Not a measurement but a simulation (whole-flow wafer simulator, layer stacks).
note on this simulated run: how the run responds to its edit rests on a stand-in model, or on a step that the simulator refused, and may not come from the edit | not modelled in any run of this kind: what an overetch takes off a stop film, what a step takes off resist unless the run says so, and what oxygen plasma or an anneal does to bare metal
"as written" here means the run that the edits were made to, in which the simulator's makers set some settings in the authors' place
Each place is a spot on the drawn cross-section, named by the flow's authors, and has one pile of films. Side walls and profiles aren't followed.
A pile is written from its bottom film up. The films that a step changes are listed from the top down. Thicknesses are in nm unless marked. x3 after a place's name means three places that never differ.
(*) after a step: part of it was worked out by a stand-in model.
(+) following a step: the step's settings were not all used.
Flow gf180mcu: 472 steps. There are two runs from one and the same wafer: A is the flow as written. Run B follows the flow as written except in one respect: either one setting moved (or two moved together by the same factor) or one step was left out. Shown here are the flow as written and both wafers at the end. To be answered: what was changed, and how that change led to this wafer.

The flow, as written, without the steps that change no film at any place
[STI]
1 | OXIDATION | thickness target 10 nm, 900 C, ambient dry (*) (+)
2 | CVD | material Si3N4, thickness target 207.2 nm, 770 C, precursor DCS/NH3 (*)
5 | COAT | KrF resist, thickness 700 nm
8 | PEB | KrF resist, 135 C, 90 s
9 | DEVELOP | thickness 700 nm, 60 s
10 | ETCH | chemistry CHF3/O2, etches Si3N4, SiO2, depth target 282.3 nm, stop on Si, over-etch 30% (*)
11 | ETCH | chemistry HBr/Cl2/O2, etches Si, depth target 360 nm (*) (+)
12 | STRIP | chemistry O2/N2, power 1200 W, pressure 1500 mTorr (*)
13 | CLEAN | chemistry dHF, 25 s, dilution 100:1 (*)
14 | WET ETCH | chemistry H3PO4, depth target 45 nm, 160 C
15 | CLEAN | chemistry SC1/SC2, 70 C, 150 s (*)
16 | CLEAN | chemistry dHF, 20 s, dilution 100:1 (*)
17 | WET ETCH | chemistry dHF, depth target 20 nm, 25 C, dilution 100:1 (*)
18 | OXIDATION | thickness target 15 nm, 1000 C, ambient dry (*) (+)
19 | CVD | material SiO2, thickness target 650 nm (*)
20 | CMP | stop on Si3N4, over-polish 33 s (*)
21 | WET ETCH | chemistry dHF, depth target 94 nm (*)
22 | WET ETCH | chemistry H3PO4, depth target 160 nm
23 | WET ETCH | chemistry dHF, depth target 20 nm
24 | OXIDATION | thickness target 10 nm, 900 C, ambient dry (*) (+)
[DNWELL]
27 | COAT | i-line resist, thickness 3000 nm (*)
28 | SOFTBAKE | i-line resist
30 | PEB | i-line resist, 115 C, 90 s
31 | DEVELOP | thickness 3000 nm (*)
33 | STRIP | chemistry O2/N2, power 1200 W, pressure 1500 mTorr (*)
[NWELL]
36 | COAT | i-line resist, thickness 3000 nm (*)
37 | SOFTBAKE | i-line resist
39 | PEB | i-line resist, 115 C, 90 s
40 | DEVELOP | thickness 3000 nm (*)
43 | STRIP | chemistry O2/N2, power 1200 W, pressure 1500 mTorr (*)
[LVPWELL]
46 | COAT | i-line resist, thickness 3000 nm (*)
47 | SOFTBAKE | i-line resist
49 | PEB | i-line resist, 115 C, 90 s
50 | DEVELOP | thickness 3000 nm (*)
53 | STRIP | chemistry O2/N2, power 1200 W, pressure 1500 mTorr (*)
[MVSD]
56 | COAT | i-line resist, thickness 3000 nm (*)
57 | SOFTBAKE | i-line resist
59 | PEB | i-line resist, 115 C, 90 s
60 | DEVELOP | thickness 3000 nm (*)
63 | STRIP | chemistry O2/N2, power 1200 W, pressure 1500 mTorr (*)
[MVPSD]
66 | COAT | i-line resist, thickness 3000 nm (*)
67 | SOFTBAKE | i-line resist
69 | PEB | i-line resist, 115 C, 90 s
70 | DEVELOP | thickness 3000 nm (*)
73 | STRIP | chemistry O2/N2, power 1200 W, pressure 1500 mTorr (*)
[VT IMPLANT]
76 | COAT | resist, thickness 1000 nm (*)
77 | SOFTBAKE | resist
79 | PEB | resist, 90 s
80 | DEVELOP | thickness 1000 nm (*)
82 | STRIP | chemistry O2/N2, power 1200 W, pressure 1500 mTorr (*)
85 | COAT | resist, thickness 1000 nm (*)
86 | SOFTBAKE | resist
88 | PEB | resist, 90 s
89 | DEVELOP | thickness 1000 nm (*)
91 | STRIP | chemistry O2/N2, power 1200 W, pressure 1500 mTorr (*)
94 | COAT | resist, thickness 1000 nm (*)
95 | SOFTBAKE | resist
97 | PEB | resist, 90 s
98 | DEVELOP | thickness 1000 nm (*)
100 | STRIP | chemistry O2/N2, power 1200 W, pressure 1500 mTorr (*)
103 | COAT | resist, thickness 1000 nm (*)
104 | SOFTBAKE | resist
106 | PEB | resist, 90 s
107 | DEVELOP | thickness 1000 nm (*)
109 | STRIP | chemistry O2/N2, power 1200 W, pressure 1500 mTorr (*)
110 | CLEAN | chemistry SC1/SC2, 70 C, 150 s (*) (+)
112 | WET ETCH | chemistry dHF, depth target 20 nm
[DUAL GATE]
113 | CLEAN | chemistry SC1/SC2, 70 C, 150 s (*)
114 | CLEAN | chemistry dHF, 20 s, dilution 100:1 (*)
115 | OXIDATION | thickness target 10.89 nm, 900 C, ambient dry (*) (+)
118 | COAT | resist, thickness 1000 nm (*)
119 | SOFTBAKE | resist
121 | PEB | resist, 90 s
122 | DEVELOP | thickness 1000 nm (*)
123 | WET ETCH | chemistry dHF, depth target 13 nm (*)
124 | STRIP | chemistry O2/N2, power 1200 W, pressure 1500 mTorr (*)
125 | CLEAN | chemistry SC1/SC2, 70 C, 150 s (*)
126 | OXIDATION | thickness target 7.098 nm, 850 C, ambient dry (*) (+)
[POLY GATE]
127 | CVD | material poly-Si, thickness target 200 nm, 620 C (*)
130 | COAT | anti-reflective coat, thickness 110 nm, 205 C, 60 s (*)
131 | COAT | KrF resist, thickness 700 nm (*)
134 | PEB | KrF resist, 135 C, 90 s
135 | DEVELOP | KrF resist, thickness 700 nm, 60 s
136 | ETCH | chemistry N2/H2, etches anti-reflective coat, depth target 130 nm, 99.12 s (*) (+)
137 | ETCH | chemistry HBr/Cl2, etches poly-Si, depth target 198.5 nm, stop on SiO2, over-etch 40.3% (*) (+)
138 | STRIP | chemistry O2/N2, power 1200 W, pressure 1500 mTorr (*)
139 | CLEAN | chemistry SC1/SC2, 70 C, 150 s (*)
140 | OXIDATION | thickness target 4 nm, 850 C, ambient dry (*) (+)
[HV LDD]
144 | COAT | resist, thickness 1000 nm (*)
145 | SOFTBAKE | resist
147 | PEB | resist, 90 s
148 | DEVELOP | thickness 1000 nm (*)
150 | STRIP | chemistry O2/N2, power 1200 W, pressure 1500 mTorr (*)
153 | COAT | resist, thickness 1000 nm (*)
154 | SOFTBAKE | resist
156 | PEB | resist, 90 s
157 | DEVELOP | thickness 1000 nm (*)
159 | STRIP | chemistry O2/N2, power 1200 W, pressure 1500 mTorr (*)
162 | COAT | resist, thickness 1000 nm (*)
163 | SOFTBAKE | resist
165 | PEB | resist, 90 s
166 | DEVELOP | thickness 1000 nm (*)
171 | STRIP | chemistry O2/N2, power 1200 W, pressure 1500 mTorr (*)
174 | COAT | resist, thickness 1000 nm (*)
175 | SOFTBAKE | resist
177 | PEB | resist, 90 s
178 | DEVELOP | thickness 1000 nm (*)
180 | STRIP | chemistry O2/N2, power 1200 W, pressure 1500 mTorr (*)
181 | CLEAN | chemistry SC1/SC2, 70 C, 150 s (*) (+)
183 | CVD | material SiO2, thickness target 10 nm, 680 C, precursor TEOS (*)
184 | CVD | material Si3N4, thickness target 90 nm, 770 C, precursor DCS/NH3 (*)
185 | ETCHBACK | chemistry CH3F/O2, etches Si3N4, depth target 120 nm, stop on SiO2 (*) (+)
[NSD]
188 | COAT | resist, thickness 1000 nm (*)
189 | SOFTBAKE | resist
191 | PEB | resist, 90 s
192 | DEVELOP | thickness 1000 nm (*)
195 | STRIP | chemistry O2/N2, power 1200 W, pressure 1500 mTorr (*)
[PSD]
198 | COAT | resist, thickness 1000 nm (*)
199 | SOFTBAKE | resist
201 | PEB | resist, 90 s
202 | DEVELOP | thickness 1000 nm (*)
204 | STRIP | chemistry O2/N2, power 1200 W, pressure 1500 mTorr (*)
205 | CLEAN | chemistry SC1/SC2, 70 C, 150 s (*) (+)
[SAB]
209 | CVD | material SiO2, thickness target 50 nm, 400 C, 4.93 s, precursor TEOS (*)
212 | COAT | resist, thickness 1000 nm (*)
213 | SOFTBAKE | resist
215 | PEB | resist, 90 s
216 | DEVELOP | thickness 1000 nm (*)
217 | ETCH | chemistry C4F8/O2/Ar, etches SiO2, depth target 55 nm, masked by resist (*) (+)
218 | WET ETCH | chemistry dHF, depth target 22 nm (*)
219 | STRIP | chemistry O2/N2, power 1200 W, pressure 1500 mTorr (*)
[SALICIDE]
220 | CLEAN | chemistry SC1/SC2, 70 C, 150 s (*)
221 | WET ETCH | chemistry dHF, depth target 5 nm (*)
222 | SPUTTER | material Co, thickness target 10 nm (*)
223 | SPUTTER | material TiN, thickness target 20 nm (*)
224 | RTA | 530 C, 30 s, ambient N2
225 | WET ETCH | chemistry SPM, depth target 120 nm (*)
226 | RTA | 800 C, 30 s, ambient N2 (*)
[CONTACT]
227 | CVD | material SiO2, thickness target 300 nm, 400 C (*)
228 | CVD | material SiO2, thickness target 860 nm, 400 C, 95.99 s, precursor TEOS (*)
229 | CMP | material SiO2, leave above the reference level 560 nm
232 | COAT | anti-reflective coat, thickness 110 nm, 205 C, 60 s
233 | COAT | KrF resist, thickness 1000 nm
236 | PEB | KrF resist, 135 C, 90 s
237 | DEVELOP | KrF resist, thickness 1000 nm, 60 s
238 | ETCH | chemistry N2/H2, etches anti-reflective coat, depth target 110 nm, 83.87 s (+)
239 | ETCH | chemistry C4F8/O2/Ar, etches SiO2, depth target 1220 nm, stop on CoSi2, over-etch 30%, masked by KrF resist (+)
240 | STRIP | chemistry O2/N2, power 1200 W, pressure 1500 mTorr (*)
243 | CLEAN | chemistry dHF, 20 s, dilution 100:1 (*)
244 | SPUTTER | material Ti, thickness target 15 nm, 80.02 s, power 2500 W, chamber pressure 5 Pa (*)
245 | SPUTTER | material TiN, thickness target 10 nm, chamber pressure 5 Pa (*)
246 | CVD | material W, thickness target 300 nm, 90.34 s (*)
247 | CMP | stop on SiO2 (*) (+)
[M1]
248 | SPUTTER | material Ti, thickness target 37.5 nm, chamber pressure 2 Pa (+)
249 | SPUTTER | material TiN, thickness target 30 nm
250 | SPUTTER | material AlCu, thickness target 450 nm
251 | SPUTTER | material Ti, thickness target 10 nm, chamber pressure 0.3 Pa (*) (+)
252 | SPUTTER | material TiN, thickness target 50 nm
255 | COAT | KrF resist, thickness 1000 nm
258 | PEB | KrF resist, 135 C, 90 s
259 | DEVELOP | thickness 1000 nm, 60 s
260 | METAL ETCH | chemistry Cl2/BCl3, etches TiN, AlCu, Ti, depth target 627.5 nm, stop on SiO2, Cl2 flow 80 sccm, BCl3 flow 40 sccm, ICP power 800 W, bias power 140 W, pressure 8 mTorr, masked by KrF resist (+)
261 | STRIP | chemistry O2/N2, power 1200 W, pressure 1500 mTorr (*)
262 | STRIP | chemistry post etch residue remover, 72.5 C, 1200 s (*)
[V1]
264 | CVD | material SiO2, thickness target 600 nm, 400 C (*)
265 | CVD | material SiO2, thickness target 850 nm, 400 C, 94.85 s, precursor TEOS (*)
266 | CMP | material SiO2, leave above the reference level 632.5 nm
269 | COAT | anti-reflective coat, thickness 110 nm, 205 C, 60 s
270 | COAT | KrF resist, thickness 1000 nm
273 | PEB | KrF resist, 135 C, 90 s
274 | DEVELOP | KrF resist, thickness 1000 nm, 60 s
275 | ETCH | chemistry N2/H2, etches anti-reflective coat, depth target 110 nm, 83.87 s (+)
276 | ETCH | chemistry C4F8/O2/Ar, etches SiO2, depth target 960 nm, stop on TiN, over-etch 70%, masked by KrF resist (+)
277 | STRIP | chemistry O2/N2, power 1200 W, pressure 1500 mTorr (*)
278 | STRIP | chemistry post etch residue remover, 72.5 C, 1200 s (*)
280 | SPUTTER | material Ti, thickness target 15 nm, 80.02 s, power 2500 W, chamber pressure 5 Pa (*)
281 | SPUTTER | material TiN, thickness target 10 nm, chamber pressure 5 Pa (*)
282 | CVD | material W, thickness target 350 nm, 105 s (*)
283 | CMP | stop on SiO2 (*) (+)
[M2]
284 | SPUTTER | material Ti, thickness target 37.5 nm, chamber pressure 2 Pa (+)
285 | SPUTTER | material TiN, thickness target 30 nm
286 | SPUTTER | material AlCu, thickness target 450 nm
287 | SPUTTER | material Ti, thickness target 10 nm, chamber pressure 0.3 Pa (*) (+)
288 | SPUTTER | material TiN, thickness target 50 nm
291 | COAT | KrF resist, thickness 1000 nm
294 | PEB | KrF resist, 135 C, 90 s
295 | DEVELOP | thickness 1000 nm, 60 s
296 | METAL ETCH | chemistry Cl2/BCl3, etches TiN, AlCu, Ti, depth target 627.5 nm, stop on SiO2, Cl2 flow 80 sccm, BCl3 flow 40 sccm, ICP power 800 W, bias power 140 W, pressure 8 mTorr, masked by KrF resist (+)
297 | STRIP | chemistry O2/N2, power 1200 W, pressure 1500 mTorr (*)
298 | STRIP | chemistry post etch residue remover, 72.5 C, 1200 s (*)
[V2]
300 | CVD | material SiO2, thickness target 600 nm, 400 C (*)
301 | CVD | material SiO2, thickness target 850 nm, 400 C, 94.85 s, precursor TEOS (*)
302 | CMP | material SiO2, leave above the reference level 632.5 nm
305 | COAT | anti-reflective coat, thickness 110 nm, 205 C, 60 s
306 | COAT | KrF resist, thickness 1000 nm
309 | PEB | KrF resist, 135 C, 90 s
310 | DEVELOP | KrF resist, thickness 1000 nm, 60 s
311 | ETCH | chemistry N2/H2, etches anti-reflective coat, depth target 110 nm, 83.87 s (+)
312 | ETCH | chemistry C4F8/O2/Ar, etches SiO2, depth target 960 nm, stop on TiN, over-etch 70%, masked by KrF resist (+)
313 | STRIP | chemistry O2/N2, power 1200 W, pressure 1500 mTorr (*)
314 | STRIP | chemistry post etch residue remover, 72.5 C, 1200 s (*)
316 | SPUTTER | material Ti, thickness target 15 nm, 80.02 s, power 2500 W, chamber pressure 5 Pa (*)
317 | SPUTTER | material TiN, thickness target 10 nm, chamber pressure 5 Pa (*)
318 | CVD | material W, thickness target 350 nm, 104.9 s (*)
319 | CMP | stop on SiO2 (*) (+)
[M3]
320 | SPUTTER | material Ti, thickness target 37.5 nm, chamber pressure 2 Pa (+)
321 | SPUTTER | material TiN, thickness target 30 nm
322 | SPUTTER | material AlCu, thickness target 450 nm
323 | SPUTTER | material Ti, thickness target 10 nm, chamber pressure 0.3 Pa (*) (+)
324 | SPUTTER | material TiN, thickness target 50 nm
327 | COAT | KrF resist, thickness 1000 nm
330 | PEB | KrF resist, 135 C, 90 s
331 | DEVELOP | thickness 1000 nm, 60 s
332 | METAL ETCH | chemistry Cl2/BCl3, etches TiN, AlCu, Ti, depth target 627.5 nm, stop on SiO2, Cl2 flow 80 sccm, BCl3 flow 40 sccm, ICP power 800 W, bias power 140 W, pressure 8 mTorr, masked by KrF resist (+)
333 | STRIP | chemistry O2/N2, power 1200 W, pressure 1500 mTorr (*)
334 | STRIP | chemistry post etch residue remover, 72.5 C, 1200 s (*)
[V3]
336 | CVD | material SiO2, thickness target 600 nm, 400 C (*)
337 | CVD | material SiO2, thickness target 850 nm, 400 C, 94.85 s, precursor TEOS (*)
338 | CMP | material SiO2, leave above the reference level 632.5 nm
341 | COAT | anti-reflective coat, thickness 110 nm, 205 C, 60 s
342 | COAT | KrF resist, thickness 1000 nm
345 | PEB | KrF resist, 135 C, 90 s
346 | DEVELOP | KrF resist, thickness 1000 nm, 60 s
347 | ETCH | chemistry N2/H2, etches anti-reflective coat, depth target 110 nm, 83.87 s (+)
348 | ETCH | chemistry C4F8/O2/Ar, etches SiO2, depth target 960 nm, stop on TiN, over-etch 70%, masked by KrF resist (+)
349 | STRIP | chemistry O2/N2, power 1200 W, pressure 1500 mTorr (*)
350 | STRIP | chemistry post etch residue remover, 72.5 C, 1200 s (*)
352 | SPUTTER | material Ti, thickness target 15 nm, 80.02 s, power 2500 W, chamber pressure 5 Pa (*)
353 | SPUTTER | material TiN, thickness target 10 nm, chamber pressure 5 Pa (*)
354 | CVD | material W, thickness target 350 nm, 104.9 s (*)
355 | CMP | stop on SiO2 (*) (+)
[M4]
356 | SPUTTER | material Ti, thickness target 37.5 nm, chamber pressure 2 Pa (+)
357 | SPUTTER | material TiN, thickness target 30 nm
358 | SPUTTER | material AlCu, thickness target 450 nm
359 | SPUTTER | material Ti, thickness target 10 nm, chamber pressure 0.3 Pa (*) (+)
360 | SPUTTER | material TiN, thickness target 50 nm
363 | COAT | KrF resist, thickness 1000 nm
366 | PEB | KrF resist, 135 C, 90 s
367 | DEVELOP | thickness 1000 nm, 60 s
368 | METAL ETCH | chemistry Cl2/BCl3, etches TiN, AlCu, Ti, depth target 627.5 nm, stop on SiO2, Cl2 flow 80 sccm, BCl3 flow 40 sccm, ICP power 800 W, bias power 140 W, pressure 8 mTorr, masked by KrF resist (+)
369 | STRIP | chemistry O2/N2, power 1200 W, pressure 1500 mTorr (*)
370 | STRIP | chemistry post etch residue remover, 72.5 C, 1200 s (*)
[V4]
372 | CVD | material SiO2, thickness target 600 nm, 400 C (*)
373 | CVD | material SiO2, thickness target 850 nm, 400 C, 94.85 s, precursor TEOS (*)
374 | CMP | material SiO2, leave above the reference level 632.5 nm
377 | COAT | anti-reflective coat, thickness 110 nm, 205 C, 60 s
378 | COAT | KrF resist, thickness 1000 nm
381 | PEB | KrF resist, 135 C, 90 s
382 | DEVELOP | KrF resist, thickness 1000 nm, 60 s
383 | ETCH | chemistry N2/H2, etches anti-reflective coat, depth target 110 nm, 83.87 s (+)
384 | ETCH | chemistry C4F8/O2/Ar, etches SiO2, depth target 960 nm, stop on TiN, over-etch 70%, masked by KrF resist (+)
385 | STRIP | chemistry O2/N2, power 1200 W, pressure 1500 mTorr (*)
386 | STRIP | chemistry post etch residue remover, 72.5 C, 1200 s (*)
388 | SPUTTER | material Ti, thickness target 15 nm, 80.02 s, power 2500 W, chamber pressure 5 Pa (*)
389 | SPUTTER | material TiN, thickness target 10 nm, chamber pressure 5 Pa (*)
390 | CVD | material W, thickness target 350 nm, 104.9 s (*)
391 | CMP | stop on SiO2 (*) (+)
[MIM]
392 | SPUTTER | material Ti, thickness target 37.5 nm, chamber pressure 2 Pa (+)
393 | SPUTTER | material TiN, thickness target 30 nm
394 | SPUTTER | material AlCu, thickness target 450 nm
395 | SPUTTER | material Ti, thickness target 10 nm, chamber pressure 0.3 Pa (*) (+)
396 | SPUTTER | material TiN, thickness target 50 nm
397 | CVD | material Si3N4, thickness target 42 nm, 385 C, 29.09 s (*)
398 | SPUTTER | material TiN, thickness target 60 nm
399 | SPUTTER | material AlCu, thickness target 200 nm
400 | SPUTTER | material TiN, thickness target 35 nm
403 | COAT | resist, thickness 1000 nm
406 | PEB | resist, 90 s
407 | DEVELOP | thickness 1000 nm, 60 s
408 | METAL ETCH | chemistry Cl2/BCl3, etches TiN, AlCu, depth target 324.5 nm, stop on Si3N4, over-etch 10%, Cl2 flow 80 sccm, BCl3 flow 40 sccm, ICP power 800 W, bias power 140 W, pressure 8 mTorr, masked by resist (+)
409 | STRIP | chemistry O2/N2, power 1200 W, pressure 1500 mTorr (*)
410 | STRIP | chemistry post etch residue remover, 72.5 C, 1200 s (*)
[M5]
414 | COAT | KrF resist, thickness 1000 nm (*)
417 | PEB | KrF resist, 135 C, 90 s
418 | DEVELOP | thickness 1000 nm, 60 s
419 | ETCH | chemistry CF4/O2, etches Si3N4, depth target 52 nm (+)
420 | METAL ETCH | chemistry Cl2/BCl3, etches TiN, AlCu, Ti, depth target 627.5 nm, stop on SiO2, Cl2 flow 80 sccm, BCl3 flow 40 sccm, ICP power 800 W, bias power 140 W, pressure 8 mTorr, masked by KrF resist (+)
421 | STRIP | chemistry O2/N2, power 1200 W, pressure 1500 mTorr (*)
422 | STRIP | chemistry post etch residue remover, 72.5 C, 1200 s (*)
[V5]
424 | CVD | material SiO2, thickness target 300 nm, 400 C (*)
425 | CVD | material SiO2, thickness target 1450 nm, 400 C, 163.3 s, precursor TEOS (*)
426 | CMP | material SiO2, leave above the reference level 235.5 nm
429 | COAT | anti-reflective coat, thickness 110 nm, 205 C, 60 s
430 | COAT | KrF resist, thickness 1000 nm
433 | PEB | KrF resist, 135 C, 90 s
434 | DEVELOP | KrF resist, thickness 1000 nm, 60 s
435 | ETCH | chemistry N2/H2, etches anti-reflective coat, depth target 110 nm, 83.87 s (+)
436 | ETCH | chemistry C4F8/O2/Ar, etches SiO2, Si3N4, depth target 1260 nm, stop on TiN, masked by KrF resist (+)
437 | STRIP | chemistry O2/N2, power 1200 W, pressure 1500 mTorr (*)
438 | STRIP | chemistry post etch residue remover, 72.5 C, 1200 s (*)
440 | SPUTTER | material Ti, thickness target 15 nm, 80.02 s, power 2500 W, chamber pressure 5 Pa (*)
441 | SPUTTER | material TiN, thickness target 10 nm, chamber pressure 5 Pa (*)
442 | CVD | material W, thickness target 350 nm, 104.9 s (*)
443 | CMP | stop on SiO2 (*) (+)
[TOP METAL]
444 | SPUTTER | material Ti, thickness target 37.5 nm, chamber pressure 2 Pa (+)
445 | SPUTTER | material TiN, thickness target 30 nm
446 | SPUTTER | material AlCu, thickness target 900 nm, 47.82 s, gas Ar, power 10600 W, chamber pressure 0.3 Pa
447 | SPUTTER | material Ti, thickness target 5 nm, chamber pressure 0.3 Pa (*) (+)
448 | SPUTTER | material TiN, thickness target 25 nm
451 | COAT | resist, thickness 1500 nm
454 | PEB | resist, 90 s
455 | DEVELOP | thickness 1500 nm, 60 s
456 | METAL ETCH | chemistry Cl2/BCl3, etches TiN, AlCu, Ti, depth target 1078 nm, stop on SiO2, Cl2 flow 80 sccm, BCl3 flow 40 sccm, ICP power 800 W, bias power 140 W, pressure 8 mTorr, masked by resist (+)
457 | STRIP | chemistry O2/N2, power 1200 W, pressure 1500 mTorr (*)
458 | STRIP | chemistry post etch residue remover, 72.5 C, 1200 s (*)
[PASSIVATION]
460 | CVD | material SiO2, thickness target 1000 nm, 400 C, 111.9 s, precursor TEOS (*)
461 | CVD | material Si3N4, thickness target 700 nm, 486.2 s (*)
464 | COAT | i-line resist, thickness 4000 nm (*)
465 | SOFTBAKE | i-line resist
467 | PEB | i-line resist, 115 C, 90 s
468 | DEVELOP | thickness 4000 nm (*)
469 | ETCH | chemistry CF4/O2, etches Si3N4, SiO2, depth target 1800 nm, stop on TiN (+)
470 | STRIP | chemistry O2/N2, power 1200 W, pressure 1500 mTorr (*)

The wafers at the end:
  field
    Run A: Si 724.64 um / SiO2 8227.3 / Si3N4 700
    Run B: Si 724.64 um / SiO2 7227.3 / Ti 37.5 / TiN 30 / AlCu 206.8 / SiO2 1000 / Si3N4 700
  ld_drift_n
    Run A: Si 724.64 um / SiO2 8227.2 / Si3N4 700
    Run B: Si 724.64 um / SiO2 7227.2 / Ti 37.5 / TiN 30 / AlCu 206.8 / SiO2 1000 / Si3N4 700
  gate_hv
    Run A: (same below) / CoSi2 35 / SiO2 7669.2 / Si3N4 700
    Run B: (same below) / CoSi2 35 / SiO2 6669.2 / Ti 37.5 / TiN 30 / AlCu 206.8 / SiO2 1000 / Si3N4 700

What caused this: step 446, SPUTTER: thickness target 1260 nm was run, while the flow as written has thickness target 900 nm.

How this came from the change, step by step:
  446 | SPUTTER | material AlCu, thickness target 900 nm, 47.82 s, gas Ar, power 10600 W, chamber pressure 0.3 Pa
      field, field__w1, field__w2 and 109 more: A +900 AlCu (new film) | B +1260 AlCu (new film)
  456 | METAL ETCH | chemistry Cl2/BCl3, etches TiN, AlCu, Ti, depth target 1078 nm, stop on SiO2, Cl2 flow 80 sccm, BCl3 flow 40 sccm, ICP power 800 W, bias power 140 W, pressure 8 mTorr, masked by resist (+)
      field, field__w1, field__w2 and 103 more: A -25 TiN (all of it), -5 Ti (all of it), -900 AlCu (all of it), -30 TiN (all of it), -37.5 Ti (all of it) | B -25 TiN (all of it), -5 Ti (all of it), -1047.5 AlCu
  458 | STRIP | chemistry post etch residue remover, 72.5 C, 1200 s (*)
      field, field__w1, field__w2 and 103 more: A nothing | B -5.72 AlCu
  460 | CVD | material SiO2, thickness target 1000 nm, 400 C, 111.9 s, precursor TEOS (*)
      field, field__w1, field__w2 and 103 more: A +1000 SiO2 | B +1000 SiO2 (new film)
  464 | COAT | i-line resist, thickness 4000 nm (*)
      field__w8: A +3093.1 i-line resist (new film) | B +3018.1 i-line resist (new film)
      contact: A +3153.6 i-line resist (new film) | B +3059.2 i-line resist (new film)
      (as well as at 4 more places)
  465 | SOFTBAKE | i-line resist
      field__w5, field__w9: A +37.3 i-line resist | B +34.2 i-line resist
      field__w11, field__w13: A +37.9 i-line resist | B +35.5 i-line resist
      (as well as at 56 more places)
  467 | PEB | i-line resist, 115 C, 90 s
      field__w8, m1__w1: A -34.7 i-line resist | B -33.3 i-line resist
      contact, m1: A -35.1 i-line resist | B -33.6 i-line resist
      (as well as at 2 more places)
  468 | DEVELOP | thickness 4000 nm (*)
      pad: A -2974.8 i-line resist (all of it) | B -2889.9 i-line resist (all of it)
  470 | STRIP | chemistry O2/N2, power 1200 W, pressure 1500 mTorr (*)
      field__w8, m1__w1: A -1787.7 i-line resist (all of it) | B -1705.3 i-line resist (all of it)
      contact: A -1811.2 i-line resist (all of it) | B -1722 i-line resist (all of it)
      (as well as at 2 more places)
With metal films that touch counted as one body, field has 1 body; the flow as written gives 0 bodies.
With metal films that touch counted as one body, ld_drift_n has 1 body; the flow as written gives 0 bodies.
With metal films that touch counted as one body, gate_hv has 2 bodies (between them, from the top down: SiO2 6669.2); the flow as written gives 1 body.
